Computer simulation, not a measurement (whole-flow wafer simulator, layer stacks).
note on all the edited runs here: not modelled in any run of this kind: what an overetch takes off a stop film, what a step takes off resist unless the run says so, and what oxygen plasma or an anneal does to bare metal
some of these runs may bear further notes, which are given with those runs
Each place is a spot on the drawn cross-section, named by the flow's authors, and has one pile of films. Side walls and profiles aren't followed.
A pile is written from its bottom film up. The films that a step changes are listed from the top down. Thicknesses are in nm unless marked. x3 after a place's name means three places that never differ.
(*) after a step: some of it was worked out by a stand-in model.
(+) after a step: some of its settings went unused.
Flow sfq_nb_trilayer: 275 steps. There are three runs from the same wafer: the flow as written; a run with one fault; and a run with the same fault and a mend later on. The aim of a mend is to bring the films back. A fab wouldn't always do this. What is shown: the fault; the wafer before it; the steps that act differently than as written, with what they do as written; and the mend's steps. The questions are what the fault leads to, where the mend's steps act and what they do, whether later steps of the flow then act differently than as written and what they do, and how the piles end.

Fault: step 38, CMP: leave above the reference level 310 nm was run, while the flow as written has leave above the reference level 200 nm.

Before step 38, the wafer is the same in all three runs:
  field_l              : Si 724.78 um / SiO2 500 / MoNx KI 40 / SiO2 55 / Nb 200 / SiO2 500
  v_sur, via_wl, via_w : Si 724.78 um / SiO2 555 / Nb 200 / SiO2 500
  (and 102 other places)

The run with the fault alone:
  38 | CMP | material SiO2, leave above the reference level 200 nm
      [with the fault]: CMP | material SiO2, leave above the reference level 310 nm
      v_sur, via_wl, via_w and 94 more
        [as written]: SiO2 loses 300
        [with the fault]: SiO2 loses 190
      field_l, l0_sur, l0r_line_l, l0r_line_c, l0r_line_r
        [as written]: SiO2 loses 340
        [with the fault]: SiO2 loses 230
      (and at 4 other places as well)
  Steps further on in the flow that do not act as written (4 more steps, not shown, differ only slightly: by at most 2% or 0.5 nm, whichever is larger):
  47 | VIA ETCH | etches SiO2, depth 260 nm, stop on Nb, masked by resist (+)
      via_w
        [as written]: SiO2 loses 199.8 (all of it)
        [with the fault]: SiO2 loses 260
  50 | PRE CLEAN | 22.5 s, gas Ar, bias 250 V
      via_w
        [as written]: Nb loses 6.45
        [with the fault]: SiO2 loses 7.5
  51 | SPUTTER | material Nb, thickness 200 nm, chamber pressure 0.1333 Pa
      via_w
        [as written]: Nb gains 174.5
        [with the fault]: Nb gains 163.1 (new film)
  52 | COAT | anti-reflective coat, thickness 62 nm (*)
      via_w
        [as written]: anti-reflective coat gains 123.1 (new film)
        [with the fault]: anti-reflective coat gains 136.1 (new film)
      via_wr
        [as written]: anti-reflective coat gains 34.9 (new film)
        [with the fault]: anti-reflective coat gains 33.2 (new film)
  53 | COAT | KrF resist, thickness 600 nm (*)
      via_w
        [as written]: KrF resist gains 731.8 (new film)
        [with the fault]: KrF resist gains 781.6 (new film)
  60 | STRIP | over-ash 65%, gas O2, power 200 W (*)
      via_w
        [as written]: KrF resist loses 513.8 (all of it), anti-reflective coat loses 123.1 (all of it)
        [with the fault]: KrF resist loses 563.6 (all of it), anti-reflective coat loses 136.1 (all of it)
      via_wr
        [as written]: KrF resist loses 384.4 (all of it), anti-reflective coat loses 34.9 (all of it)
        [with the fault]: KrF resist loses 378.6 (all of it), anti-reflective coat loses 33.2 (all of it)
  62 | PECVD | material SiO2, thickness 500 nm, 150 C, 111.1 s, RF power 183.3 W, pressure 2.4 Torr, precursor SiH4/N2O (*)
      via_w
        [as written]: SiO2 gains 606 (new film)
        [with the fault]: SiO2 gains 678.7 (new film)
  At field_l, v_sur, via_wl and 103 more, the piles at the end differ from the flow's by more than 2% or 0.5 nm, whichever is larger.
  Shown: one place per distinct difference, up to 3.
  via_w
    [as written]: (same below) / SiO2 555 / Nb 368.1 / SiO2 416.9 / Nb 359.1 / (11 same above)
    [with the fault]: (same below) / SiO2 555 / Nb 200 / SiO2 42.3 / Nb 163.1 / SiO2 489.6 / Nb 359.1 / (11 same above)
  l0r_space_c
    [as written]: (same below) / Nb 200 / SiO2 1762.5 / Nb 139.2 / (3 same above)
    [with the fault]: (same below) / Nb 200 / SiO2 1872.5 / Nb 139.2 / (3 same above)
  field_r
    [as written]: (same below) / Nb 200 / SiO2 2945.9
    [with the fault]: (same below) / Nb 200 / SiO2 3055.9

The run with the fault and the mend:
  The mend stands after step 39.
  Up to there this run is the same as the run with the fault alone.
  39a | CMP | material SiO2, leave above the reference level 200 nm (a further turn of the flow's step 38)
      field_l, v_sur, via_wl and 103 more
        SiO2 loses 110
  Later steps of the flow that are run all act as written at every place that is followed.
  The piles end the same as the flow's at every place that both follow.
